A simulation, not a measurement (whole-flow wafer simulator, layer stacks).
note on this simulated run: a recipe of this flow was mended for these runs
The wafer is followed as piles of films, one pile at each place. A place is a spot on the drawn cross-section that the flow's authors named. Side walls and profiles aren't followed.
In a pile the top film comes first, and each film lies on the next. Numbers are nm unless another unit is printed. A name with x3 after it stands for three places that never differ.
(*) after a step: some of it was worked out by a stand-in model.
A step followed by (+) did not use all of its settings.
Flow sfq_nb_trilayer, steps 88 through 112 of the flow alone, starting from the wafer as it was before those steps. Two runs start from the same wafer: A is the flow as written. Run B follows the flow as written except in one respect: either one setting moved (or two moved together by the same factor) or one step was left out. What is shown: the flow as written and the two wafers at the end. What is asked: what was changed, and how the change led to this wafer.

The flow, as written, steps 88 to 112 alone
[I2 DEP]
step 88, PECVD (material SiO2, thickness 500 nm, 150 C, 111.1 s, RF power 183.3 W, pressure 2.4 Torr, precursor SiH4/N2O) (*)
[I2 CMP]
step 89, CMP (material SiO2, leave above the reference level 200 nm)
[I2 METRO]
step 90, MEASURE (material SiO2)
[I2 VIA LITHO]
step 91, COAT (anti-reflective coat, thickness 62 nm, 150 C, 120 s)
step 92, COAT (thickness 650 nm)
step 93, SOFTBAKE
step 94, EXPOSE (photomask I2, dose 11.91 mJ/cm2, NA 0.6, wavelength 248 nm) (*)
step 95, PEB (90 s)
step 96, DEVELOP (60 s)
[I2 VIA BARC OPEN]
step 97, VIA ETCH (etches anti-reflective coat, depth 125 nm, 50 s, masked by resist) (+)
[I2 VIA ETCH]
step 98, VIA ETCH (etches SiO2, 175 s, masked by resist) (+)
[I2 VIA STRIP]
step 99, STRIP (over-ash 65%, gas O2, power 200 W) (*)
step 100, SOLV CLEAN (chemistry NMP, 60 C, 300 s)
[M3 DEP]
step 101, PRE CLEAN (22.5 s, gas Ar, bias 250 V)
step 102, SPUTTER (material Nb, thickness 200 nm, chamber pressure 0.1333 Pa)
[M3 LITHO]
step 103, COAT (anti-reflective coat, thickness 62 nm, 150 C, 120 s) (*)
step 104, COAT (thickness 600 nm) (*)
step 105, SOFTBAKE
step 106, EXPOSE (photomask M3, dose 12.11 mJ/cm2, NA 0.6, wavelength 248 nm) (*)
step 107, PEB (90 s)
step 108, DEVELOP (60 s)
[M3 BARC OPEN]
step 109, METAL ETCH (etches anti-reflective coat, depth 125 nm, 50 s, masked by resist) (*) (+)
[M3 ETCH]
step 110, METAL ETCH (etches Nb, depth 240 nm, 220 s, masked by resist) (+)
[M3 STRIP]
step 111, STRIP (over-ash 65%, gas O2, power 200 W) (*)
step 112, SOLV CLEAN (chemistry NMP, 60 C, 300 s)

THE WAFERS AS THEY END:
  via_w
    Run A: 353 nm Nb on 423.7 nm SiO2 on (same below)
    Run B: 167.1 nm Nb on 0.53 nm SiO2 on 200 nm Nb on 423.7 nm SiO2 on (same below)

The reason: step 98, VIA ETCH: 129 s was run, though the flow has 175 s.

Step by step, how the change led to this:
  step 98, VIA ETCH (etches SiO2, 175 s, masked by resist) (+)
      via_w: A -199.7 SiO2 (all of it), -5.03 Nb | B -191.7 SiO2
      field_l, v_sur, via_wl and 102 more: A -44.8 KrF-resist-other-grade | B -33 KrF-resist-other-grade
  step 99, STRIP (over-ash 65%, gas O2, power 200 W) (*)
      field_l, v_sur, via_wl and 102 more: A -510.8 KrF-resist-other-grade (all of it), -62 anti-reflective coat (all of it) | B -522.6 KrF-resist-other-grade (all of it), -62 anti-reflective coat (all of it)
  step 101, PRE CLEAN (22.5 s, gas Ar, bias 250 V)
      via_w: A -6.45 Nb | B -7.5 SiO2
  step 102, SPUTTER (material Nb, thickness 200 nm, chamber pressure 0.1333 Pa)
      via_w: A +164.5 Nb | B +167.1 Nb (new film)
  step 103, COAT (anti-reflective coat, thickness 62 nm, 150 C, 120 s) (*)
      via_wl, via_wr: A +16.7 anti-reflective coat (new film) | B +11.4 anti-reflective coat (new film)
      field_l: A +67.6 anti-reflective coat (new film) | B +65.5 anti-reflective coat (new film)
      (and at 3 other places as well)
  step 109, METAL ETCH (etches anti-reflective coat, depth 125 nm, 50 s, masked by resist) (*) (+)
      field_l: A -67.6 anti-reflective coat (all of it) | B -65.5 anti-reflective coat (all of it)
  step 111, STRIP (over-ash 65%, gas O2, power 200 W) (*)
      v_sur: A -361 KrF-resist-other-grade (all of it), -46 anti-reflective coat (all of it) | B -365.3 KrF-resist-other-grade (all of it), -39.1 anti-reflective coat (all of it)
      via_wl: A -381.1 KrF-resist-other-grade (all of it), -16.7 anti-reflective coat (all of it) | B -384.1 KrF-resist-other-grade (all of it), -11.4 anti-reflective coat (all of it)
      (and at 3 other places as well)
Taking metal films that touch as one body, via_w has 3 bodies (between them, from the top down: SiO2 0.53; SiO2 423.7); the flow as written gives 2 bodies (between them, from the top down: SiO2 423.7).
